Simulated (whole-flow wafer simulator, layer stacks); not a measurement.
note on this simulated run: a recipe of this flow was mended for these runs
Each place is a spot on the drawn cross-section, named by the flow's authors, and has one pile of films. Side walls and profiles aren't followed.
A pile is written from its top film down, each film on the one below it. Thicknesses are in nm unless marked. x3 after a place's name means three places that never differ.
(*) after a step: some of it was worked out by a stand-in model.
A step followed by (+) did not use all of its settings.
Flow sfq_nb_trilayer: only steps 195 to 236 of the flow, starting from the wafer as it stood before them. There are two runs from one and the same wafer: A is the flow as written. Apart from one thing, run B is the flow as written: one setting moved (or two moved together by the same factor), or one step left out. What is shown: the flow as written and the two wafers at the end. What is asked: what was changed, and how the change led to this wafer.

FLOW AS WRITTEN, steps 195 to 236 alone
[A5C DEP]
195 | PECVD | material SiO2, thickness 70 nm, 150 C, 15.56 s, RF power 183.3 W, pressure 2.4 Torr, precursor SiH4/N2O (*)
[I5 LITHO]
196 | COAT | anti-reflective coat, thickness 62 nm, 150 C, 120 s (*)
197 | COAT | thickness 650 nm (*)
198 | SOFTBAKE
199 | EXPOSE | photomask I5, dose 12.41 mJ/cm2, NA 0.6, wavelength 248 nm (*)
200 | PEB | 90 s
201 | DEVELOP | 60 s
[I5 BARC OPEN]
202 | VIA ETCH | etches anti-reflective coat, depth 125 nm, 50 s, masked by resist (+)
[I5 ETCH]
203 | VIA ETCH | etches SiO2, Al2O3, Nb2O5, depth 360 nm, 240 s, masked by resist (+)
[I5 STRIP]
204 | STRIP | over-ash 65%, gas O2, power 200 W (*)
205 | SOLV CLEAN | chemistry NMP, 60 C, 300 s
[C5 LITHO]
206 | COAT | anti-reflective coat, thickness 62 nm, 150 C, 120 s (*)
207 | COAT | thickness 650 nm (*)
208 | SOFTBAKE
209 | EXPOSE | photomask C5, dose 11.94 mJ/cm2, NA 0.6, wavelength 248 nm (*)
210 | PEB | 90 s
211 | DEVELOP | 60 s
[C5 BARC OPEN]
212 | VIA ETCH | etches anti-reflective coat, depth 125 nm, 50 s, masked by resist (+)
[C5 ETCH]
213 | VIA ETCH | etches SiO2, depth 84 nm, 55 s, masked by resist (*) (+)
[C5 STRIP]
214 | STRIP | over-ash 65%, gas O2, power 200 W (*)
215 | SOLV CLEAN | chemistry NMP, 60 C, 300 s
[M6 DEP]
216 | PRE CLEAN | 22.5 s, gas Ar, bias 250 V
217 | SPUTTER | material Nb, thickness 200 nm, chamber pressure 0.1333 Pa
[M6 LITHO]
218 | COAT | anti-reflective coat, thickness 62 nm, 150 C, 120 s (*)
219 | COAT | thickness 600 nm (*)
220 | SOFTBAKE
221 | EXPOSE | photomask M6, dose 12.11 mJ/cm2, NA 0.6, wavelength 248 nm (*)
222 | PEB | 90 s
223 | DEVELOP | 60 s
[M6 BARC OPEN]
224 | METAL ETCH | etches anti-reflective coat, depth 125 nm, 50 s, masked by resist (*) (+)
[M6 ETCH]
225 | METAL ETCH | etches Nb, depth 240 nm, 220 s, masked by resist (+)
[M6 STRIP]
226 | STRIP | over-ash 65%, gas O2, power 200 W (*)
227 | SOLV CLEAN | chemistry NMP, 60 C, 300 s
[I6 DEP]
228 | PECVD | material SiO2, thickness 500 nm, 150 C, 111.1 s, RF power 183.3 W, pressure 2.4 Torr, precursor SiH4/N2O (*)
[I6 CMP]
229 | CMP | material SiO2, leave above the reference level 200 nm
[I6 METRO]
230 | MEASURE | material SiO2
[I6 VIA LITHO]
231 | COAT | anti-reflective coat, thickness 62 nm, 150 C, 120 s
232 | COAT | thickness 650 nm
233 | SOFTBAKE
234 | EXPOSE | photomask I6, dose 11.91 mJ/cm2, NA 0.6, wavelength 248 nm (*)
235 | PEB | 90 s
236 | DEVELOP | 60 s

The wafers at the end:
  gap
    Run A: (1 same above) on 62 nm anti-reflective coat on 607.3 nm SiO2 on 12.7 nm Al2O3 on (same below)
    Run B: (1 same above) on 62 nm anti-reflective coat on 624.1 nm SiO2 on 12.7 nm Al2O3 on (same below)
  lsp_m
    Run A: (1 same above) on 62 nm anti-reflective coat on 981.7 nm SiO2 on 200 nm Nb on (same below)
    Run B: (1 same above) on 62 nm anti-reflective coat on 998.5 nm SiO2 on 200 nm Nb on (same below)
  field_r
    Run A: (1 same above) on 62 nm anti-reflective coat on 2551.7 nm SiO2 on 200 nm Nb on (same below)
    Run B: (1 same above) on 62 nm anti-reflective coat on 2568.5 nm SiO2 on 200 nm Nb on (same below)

Cause: step 195, PECVD: 19.29 s was run, whereas the flow has 15.56 s.

The path from the change to this, step by step:
  195 | PECVD | material SiO2, thickness 70 nm, 150 C, 15.56 s, RF power 183.3 W, pressure 2.4 Torr, precursor SiH4/N2O (*)
      field_l, v_sur, via_wl and 92 more: A SiO2 gains 70 | B SiO2 gains 86.8
      ce_l, c5j, ce_r and 8 more: A SiO2 gains 70 (new film) | B SiO2 gains 86.8 (new film)
  203 | VIA ETCH | etches SiO2, Al2O3, Nb2O5, depth 360 nm, 240 s, masked by resist (+)
      be: A SiO2 loses 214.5 (all of it), Al2O3 loses 12.7 (all of it), Nb2O5 loses 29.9 (all of it), Nb loses 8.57 | B SiO2 loses 231.3 (all of it), Al2O3 loses 12.7 (all of it), Nb2O5 loses 29.9 (all of it), Nb loses 7.17
  213 | VIA ETCH | etches SiO2, depth 84 nm, 55 s, masked by resist (*) (+)
      c5j: A SiO2 loses 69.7 (all of it), Nb loses 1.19 | B SiO2 loses 84
      res: A SiO2 loses 69.7 (all of it), Ti loses 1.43 | B SiO2 loses 84
  216 | PRE CLEAN | 22.5 s, gas Ar, bias 250 V
      c5j: A Nb loses 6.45 | B SiO2 loses 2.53 (all of it), Nb loses 4.84
      res: A Ti loses 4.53 | B SiO2 loses 2.45 (all of it), Ti loses 4.13
  217 | SPUTTER | material Nb, thickness 200 nm, chamber pressure 0.1333 Pa
      be: A Nb gains 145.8 | B Nb gains 142.4
      c5j: A Nb gains 188.4 | B Nb gains 183.3
  218 | COAT | anti-reflective coat, thickness 62 nm, 150 C, 120 s (*)
      be: A anti-reflective coat gains 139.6 (new film) | B anti-reflective coat gains 142.8 (new film)
      be_sur: A anti-reflective coat gains 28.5 (new film) | B anti-reflective coat gains 29.1 (new film)
      (also at 8 further places)
  226 | STRIP | over-ash 65%, gas O2, power 200 W (*)
      be: A KrF-resist-other-grade loses 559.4 (all of it), anti-reflective coat loses 139.6 (all of it) | B KrF-resist-other-grade loses 572.4 (all of it), anti-reflective coat loses 142.8 (all of it)
      be_sur: A KrF-resist-other-grade loses 365.3 (all of it), anti-reflective coat loses 28.5 (all of it) | B KrF-resist-other-grade loses 362.9 (all of it), anti-reflective coat loses 29.1 (all of it)
      (also at 8 further places)
  228 | PECVD | material SiO2, thickness 500 nm, 150 C, 111.1 s, RF power 183.3 W, pressure 2.4 Torr, precursor SiH4/N2O (*)
      be: A SiO2 gains 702 (new film) | B SiO2 gains 720.7 (new film)
      c5j: A SiO2 gains 514.7 (new film) | B SiO2 gains 533.9 (new film)
  229 | CMP | material SiO2, leave above the reference level 200 nm
      res: A SiO2 loses 279.3 | B SiO2 loses 261.3
